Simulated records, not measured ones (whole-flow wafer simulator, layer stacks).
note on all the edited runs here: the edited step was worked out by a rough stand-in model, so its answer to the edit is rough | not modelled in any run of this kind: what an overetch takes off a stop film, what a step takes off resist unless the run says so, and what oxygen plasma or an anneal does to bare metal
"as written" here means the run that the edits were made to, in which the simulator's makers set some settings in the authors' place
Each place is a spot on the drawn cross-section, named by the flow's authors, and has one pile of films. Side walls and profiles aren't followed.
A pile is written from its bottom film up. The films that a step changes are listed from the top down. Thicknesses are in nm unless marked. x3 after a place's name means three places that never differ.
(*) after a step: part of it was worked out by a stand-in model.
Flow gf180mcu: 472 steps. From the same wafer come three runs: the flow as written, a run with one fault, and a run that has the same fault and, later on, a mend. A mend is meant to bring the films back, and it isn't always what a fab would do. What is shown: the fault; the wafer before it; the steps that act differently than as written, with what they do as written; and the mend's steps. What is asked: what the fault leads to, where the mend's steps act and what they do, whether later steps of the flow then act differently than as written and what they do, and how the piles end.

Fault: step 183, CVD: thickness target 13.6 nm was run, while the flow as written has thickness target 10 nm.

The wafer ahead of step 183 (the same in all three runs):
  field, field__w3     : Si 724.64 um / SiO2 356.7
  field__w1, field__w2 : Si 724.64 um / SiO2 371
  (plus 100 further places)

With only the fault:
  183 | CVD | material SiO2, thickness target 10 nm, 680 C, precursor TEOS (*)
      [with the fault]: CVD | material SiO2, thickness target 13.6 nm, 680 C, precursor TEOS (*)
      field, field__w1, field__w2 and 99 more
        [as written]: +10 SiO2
        [with the fault]: +13.6 SiO2
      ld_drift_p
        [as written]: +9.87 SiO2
        [with the fault]: +13.4 SiO2
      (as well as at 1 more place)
  Later steps of the flow acting differently than as written (21 other steps are not shown; they differ only slightly, by no more than 2% or 0.5 nm, whichever is larger):
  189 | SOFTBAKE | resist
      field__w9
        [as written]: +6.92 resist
        [with the fault]: -3.09 resist
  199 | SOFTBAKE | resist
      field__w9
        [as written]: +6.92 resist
        [with the fault]: -3.09 resist
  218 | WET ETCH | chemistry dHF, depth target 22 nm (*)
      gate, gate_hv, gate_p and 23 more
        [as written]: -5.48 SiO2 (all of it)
        [with the fault]: -9.08 SiO2 (all of it)
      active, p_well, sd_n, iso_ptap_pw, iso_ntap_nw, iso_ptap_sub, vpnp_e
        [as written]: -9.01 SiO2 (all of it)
        [with the fault]: -12.6 SiO2 (all of it)
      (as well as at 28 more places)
  By the end, the piles at spacer depart from the flow's by more than 2% or 0.5 nm, whichever is larger.
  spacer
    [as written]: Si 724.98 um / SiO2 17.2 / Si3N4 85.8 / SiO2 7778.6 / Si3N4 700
    [with the fault]: Si 724.98 um / SiO2 20.8 / Si3N4 85.8 / SiO2 7775 / Si3N4 700

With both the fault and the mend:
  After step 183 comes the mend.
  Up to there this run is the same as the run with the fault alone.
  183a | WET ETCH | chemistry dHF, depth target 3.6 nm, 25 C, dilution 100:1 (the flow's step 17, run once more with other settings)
      field, field__w1, field__w2 and 101 more
        -3.6 SiO2
  Every later step of the flow that is run acts as written, at every place that is followed, to within 2% or 0.5 nm, whichever is larger.
  At the end the piles are close to the flow's at the places that both follow, differing by at most 2% or 0.5 nm, whichever is larger.
